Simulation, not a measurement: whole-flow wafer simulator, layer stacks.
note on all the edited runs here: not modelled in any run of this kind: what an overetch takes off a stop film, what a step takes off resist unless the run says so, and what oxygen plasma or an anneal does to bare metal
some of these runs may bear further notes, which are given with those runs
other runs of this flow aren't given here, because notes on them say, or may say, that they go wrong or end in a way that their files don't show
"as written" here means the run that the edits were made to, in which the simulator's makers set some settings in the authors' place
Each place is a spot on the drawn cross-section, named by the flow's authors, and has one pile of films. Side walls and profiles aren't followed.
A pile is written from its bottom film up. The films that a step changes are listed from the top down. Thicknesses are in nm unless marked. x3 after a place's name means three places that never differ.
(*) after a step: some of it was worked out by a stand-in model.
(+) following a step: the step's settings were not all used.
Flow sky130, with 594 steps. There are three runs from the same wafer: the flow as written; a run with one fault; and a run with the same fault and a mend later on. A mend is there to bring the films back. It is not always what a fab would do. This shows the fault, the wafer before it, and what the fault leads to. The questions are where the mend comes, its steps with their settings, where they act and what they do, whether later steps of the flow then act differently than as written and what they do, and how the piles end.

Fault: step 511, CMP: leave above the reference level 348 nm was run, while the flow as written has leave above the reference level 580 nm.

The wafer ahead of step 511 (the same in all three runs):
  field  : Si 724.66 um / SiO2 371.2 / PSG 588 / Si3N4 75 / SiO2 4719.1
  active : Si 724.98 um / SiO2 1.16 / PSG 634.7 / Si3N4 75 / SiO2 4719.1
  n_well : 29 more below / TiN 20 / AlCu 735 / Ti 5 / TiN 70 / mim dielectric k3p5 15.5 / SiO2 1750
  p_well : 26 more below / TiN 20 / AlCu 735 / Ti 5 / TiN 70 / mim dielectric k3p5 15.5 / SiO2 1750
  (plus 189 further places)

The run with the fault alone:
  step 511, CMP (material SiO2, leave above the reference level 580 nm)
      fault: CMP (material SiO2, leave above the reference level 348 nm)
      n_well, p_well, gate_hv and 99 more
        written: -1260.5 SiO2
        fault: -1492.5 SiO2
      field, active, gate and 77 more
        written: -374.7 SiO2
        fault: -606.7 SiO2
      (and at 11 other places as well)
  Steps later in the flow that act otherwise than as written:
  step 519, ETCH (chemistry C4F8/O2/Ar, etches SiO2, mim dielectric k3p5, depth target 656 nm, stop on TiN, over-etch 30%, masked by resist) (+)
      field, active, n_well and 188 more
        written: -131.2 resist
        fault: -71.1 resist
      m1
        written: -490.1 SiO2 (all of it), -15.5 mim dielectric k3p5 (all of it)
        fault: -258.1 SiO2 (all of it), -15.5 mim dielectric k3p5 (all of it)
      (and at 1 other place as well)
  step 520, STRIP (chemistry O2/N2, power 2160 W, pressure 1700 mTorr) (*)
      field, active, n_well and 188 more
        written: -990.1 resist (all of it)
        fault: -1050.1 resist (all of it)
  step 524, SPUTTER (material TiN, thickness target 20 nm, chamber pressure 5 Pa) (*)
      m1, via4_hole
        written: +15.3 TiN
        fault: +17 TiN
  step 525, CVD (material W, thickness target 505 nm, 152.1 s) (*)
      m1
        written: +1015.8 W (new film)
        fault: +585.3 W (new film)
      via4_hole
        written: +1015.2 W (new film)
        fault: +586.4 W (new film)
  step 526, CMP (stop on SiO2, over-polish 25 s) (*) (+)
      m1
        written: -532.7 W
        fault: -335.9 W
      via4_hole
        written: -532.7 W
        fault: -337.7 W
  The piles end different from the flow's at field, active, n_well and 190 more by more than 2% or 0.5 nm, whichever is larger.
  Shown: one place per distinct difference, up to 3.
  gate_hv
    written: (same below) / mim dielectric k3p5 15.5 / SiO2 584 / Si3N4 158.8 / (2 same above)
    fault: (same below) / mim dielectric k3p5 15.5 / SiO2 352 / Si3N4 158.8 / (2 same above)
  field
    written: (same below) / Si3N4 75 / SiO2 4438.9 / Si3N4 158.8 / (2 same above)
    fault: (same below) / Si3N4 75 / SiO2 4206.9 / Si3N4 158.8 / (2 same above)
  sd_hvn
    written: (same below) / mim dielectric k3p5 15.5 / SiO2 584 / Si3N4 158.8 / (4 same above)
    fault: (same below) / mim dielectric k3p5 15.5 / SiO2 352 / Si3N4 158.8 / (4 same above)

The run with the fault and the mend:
  The mend stands after step 518.
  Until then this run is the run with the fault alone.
  step 518a, STRIP (chemistry O2/N2, power 2160 W, pressure 1700 mTorr) (*)
      field, active, n_well and 188 more
        -1121.3 resist (all of it)
  step 518b, HDPCVD (thickness target 232 nm) (*) (the flow's step 510 again, with other settings)
      field, active, n_well and 190 more
        +232 SiO2
  step 518c, HMDS (120 C, 60 s) (the flow's step 513 again)
      does not change any film at any place that is followed
  step 518d, COAT (resist, thickness 1140 nm) (the flow's step 514 again)
      field, active, n_well and 190 more
        +1140 resist (new film)
  step 518e, SOFTBAKE (resist) (the flow's step 515 again)
      does not change any film at any place that is followed
  step 518f, EXPOSE (photomask VIM4, dose 133.8 mJ/cm2, NA 0.6, wavelength 365 nm) (*) (the flow's step 516 again)
      does not change any film at any place that is followed
  step 518g, PEB (resist, 70.3 s) (the flow's step 517 again)
      field, active, n_well and 190 more
        -18.7 resist
  step 518h, DEVELOP (resist, thickness 1140 nm, developer TMAH-0.26N, 60 s) (the flow's step 518 again)
      m1, via4_hole
        -1121.3 resist (all of it)
  Later steps of the flow that are run all act as written at every place that is followed.
  By the end, the piles equal the flow's at every place that both follow.
